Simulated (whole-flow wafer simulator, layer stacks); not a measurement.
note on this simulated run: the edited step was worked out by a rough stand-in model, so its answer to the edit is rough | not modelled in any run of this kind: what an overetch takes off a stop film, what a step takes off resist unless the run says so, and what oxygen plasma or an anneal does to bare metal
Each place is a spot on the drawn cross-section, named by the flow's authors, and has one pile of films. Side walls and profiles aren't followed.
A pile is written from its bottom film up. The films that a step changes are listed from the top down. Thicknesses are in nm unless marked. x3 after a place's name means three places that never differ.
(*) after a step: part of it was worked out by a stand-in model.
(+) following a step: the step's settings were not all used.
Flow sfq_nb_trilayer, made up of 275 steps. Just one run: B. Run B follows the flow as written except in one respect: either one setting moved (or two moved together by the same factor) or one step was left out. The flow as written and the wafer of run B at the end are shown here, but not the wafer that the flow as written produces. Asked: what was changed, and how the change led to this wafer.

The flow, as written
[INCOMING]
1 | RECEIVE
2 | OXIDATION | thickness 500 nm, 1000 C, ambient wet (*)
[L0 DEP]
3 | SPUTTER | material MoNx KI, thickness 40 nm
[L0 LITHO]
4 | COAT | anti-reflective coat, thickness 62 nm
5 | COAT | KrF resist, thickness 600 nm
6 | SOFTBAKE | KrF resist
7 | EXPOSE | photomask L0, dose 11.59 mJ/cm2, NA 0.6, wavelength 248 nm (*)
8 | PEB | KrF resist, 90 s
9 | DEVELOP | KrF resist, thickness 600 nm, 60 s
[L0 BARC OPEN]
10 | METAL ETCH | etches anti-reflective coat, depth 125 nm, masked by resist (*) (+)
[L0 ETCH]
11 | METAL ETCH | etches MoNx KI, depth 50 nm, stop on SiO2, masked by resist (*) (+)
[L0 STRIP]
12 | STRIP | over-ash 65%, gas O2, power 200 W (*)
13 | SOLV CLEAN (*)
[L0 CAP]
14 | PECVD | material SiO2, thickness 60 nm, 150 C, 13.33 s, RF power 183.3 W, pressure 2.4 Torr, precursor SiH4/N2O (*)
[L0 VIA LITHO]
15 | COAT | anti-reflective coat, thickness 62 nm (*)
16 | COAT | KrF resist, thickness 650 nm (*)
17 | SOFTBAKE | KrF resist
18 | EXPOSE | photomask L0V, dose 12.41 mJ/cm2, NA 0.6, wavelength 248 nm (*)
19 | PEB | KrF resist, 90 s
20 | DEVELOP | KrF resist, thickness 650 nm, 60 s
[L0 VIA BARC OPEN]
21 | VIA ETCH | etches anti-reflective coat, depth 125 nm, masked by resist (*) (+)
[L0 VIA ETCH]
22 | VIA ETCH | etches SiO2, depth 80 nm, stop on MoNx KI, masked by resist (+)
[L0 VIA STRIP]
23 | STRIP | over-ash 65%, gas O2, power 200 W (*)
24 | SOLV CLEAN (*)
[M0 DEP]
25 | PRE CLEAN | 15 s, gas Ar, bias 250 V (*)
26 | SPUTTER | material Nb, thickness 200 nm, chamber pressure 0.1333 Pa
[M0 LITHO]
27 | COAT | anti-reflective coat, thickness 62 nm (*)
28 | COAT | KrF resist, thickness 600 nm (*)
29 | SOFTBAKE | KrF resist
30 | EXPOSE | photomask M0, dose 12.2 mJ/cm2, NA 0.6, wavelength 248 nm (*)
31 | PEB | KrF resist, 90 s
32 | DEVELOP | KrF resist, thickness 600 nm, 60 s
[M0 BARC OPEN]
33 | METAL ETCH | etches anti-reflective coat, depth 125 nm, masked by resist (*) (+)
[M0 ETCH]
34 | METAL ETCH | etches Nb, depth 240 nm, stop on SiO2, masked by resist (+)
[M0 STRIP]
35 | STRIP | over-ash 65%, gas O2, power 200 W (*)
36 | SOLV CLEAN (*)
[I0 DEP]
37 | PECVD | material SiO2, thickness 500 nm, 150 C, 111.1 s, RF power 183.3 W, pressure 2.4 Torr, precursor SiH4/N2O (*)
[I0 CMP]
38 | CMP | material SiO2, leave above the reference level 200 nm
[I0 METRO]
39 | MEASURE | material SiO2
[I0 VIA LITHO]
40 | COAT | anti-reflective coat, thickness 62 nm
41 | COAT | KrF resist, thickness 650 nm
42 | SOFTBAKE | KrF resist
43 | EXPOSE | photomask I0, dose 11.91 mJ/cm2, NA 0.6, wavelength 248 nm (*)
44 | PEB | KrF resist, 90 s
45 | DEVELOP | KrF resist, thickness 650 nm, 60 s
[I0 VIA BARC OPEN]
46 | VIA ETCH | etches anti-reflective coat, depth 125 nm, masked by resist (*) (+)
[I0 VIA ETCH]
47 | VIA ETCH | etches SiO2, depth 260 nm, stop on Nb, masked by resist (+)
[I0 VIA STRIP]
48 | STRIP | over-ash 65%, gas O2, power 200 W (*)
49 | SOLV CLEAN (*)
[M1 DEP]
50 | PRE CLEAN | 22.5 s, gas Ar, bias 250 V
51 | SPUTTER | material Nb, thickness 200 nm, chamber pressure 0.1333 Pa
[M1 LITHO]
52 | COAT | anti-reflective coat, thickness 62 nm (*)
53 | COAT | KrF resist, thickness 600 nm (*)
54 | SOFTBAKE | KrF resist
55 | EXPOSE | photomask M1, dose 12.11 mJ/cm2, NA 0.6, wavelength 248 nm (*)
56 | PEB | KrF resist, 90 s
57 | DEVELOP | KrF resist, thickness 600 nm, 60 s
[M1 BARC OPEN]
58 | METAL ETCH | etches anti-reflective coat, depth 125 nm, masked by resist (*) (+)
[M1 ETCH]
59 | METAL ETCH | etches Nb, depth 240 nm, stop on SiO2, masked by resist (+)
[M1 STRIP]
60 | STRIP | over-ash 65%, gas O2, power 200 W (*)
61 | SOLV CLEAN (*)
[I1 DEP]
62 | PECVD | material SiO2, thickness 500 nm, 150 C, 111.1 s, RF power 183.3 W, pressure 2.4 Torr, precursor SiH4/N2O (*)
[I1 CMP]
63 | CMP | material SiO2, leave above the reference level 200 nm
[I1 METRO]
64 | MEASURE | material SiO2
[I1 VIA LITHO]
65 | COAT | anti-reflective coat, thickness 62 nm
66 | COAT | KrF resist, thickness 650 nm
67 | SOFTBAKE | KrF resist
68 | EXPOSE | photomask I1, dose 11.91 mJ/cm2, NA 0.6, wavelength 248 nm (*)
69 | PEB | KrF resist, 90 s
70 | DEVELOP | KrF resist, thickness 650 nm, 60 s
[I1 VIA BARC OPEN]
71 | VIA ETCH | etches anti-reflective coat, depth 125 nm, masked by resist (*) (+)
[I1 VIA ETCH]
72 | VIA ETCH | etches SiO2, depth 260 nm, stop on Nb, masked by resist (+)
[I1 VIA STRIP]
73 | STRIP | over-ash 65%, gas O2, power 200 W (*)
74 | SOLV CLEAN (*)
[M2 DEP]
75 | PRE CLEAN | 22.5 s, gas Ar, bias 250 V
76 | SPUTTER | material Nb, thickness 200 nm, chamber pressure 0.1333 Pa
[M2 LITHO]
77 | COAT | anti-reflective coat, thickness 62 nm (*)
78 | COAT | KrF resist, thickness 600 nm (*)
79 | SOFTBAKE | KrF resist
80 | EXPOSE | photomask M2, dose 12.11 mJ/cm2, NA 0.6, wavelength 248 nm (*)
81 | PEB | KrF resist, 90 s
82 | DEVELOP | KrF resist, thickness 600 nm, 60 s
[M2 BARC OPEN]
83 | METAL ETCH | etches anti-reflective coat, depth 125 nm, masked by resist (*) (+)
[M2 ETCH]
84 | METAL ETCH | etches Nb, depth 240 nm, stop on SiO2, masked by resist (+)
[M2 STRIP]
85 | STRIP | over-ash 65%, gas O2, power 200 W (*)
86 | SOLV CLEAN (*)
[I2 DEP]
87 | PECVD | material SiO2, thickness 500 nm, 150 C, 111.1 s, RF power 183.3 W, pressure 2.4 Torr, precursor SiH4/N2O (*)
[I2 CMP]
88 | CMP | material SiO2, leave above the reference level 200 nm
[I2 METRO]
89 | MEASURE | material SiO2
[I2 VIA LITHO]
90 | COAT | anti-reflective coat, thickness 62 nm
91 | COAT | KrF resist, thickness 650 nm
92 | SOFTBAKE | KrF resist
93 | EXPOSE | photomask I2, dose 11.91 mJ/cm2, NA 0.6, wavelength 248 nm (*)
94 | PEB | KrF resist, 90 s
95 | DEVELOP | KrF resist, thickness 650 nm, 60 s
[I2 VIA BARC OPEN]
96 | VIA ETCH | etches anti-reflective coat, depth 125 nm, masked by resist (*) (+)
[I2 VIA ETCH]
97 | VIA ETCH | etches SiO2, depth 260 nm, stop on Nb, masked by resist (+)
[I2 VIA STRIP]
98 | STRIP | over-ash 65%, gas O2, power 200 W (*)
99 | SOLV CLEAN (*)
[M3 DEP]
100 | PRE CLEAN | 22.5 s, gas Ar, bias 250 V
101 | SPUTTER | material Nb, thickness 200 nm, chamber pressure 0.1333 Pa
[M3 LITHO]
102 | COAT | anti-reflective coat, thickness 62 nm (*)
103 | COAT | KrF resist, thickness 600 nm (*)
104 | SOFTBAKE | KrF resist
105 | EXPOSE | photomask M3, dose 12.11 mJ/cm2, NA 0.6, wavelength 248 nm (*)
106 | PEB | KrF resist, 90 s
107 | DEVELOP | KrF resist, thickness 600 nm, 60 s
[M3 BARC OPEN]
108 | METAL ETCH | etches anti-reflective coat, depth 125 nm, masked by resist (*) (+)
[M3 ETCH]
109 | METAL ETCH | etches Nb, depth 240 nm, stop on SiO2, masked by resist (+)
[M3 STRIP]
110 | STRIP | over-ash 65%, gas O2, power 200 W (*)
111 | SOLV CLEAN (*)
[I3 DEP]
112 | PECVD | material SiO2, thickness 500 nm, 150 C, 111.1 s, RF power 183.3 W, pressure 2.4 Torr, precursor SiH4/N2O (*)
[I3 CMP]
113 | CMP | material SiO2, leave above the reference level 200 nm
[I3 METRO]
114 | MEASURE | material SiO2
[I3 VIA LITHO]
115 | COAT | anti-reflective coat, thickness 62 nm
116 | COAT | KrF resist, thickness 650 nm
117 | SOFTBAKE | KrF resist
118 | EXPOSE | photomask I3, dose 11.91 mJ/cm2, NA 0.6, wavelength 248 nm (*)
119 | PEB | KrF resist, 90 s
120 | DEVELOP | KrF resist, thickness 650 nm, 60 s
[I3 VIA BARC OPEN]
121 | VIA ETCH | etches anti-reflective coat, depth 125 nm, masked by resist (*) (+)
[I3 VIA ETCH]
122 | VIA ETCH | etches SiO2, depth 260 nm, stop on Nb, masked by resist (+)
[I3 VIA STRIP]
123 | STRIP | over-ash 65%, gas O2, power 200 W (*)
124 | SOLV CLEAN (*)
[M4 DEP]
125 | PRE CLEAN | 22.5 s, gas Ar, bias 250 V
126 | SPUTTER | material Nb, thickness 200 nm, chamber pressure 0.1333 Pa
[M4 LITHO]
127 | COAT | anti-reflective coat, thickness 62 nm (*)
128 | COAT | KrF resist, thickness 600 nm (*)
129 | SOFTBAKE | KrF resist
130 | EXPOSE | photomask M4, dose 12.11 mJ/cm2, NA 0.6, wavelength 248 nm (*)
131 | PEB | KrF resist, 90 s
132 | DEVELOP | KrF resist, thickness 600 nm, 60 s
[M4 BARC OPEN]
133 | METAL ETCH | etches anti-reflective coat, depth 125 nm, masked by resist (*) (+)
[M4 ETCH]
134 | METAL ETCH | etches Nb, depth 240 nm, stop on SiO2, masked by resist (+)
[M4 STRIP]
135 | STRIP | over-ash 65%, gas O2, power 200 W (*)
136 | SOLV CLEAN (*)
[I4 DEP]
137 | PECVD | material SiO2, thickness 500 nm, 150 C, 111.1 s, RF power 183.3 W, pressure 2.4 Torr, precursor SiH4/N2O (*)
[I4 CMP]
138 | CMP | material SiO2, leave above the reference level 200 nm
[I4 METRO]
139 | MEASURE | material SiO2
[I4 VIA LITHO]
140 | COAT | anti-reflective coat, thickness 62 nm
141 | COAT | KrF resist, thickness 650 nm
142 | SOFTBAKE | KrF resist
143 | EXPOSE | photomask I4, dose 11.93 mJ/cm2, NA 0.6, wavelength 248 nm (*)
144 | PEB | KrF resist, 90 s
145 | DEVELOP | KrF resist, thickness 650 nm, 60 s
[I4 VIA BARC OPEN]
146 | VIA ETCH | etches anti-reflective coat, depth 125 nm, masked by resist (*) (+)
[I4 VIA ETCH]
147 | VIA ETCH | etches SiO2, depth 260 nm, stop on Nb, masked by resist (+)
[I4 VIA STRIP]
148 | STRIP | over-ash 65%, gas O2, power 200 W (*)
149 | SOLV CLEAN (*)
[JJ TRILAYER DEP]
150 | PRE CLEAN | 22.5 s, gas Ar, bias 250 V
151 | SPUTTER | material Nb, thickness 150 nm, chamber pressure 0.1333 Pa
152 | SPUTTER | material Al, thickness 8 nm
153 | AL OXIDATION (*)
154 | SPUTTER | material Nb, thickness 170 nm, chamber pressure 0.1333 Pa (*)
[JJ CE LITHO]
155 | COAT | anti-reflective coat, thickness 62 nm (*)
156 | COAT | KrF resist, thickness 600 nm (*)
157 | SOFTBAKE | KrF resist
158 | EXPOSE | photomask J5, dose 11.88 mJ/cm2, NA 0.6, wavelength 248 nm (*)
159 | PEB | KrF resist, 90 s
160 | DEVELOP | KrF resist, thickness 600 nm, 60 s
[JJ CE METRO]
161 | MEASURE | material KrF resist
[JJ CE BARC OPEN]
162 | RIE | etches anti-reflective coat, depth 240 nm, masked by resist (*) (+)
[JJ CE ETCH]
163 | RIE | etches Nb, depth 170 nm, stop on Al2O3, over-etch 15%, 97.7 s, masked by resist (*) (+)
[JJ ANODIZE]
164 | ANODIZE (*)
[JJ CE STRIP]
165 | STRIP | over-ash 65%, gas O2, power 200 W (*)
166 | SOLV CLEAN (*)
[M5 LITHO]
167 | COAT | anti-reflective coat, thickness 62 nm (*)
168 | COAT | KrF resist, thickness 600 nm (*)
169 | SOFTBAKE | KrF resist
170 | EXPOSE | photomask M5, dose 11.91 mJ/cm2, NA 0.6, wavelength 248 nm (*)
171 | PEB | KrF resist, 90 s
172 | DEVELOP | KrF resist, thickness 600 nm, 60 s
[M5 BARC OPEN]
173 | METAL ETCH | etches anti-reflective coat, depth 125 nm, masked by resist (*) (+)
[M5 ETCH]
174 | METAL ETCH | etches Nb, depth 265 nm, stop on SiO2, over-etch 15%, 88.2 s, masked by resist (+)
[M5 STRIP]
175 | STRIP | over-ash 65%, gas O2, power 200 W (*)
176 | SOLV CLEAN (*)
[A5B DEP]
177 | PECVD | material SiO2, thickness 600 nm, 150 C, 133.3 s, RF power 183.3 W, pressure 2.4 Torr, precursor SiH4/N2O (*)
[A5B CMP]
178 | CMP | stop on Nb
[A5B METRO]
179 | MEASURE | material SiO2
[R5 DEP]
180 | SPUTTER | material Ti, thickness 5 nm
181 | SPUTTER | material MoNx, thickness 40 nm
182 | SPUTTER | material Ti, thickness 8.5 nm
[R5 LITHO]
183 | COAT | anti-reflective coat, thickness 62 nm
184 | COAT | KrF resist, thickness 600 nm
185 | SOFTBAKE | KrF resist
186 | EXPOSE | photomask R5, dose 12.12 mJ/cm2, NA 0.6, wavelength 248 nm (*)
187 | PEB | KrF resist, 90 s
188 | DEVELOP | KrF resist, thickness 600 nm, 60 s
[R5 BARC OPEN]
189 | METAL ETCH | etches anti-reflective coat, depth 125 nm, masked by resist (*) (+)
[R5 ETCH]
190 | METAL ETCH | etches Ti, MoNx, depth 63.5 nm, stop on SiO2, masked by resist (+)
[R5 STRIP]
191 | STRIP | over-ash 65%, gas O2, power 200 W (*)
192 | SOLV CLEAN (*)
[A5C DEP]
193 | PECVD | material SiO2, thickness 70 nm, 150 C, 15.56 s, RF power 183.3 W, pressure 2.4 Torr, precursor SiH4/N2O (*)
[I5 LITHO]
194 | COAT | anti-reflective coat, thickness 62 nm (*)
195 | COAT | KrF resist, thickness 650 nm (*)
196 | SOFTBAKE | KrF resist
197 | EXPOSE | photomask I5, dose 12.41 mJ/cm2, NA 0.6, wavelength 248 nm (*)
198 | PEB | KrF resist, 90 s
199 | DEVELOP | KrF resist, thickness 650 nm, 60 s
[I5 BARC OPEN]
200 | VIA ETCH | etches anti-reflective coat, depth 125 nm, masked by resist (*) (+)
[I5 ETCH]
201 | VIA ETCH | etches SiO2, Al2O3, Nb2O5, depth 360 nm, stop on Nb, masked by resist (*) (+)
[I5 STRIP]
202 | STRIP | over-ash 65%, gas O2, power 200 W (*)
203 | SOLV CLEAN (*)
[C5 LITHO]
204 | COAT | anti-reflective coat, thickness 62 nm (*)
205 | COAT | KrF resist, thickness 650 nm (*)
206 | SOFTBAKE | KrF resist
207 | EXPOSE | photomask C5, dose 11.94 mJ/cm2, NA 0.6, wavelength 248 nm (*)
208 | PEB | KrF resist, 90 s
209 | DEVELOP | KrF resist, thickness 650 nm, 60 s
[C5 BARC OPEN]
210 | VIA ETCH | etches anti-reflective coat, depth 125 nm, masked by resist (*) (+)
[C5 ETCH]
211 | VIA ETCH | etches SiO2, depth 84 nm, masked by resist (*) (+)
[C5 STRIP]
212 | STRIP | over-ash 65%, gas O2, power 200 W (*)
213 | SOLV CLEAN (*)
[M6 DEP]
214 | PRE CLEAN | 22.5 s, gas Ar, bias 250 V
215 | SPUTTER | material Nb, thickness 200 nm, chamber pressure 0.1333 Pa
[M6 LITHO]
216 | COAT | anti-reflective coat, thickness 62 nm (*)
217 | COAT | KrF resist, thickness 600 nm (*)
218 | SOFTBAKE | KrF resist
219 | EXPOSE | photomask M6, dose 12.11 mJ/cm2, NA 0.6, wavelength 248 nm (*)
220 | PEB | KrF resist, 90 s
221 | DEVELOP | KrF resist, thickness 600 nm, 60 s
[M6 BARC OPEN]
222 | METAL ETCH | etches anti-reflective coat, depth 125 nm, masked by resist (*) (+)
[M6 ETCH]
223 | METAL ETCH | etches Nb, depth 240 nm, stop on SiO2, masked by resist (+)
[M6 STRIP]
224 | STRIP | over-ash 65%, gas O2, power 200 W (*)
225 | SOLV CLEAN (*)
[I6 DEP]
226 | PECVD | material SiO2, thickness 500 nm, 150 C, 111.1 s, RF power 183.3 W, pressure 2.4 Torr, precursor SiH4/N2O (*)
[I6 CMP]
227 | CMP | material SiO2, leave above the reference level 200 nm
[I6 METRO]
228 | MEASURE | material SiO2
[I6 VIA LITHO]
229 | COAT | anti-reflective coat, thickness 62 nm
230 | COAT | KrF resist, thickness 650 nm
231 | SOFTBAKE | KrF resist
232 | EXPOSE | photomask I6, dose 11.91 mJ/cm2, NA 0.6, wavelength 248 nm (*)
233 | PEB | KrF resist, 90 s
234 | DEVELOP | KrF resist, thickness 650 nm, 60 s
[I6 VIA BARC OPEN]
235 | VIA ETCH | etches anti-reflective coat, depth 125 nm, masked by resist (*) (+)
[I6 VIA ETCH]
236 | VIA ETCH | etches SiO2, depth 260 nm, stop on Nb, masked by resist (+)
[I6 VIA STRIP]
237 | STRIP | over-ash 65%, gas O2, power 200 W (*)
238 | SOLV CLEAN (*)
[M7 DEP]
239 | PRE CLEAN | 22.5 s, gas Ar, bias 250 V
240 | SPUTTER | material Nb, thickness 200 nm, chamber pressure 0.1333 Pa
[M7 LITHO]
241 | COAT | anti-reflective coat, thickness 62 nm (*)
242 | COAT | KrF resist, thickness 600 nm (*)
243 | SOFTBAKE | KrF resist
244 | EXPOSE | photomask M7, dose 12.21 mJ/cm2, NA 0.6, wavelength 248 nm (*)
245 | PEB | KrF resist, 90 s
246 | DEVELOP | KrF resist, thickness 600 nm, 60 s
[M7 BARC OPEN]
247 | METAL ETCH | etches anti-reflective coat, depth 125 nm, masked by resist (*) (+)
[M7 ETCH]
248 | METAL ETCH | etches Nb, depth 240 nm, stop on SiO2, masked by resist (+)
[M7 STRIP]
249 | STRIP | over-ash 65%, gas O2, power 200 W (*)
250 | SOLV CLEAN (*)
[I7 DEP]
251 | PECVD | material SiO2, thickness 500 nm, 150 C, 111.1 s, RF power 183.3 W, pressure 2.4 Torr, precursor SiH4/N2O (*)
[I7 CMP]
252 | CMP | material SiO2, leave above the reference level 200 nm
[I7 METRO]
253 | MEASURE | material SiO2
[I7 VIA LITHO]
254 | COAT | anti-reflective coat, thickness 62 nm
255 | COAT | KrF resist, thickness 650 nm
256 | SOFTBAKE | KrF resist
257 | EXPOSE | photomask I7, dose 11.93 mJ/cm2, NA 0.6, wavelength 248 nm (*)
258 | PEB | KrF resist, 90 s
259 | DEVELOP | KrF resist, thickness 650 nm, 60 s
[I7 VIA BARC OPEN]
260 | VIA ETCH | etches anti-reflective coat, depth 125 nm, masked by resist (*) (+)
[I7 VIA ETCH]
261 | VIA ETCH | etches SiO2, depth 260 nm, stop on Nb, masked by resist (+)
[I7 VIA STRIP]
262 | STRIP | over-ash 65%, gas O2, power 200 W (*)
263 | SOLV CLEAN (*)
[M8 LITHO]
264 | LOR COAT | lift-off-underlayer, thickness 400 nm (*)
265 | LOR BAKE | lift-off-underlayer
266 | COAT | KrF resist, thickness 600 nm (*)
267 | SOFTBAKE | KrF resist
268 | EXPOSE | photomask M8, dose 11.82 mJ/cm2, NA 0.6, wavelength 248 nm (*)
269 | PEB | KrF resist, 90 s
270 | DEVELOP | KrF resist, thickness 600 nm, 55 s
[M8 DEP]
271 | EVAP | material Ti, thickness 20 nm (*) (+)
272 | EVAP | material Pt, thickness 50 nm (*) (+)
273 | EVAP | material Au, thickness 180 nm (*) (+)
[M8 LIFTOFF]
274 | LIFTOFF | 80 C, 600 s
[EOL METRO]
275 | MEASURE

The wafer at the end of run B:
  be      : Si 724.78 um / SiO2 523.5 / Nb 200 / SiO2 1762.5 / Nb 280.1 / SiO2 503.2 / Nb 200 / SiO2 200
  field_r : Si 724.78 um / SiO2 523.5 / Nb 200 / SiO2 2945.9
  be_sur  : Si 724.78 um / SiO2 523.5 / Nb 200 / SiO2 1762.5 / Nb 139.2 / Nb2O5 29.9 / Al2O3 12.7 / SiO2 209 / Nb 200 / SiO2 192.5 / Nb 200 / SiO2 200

What caused this: step 14, PECVD: thickness 28.5 nm was run, while the flow as written has thickness 60 nm; step 14, PECVD: 6.333 s was run, where the flow has 13.33 s.

Step by step, how the change led to this:
  14 | PECVD | material SiO2, thickness 60 nm, 150 C, 13.33 s, RF power 183.3 W, pressure 2.4 Torr, precursor SiH4/N2O (*)
      v_sur, via_wl, via_w and 97 more: +28.5 SiO2 (it would be, as written: +60 SiO2)
      field_l, l0_sur, l0v, l0r_line_l, l0r_line_c, l0r_line_r: +28.5 SiO2 (new film) (it would be, as written: +60 SiO2 (new film))
  22 | VIA ETCH | etches SiO2, depth 80 nm, stop on MoNx KI, masked by resist (+)
      field_l, v_sur, via_wl and 102 more: -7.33 KrF resist (it would be, as written: -13.8 KrF resist)
      l0v: -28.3 SiO2 (all of it) (it would be, as written: -59.8 SiO2 (all of it))
  26 | SPUTTER | material Nb, thickness 200 nm, chamber pressure 0.1333 Pa
      l0v: +200 Nb (new film) (it would be, as written: +195.7 Nb (new film))
  27 | COAT | anti-reflective coat, thickness 62 nm (*)
      l0_sur: +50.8 anti-reflective coat (new film) (it would be, as written: +47.5 anti-reflective coat (new film))
      l0v: +68.2 anti-reflective coat (new film) (it would be, as written: +78 anti-reflective coat (new film))
  28 | COAT | KrF resist, thickness 600 nm (*)
      l0v: +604 KrF resist (new film) (it would be, as written: +622.9 KrF resist (new film))
  35 | STRIP | over-ash 65%, gas O2, power 200 W (*)
      l0_sur: -373.9 KrF resist (all of it), -50.8 anti-reflective coat (all of it) (it would be, as written: -372 KrF resist (all of it), -47.5 anti-reflective coat (all of it))
      l0v: -386.4 KrF resist (all of it), -68.2 anti-reflective coat (all of it) (it would be, as written: -405.3 KrF resist (all of it), -78 anti-reflective coat (all of it))
  38 | CMP | material SiO2, leave above the reference level 200 nm
      l0v: -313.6 SiO2 (it would be, as written: -277.8 SiO2)
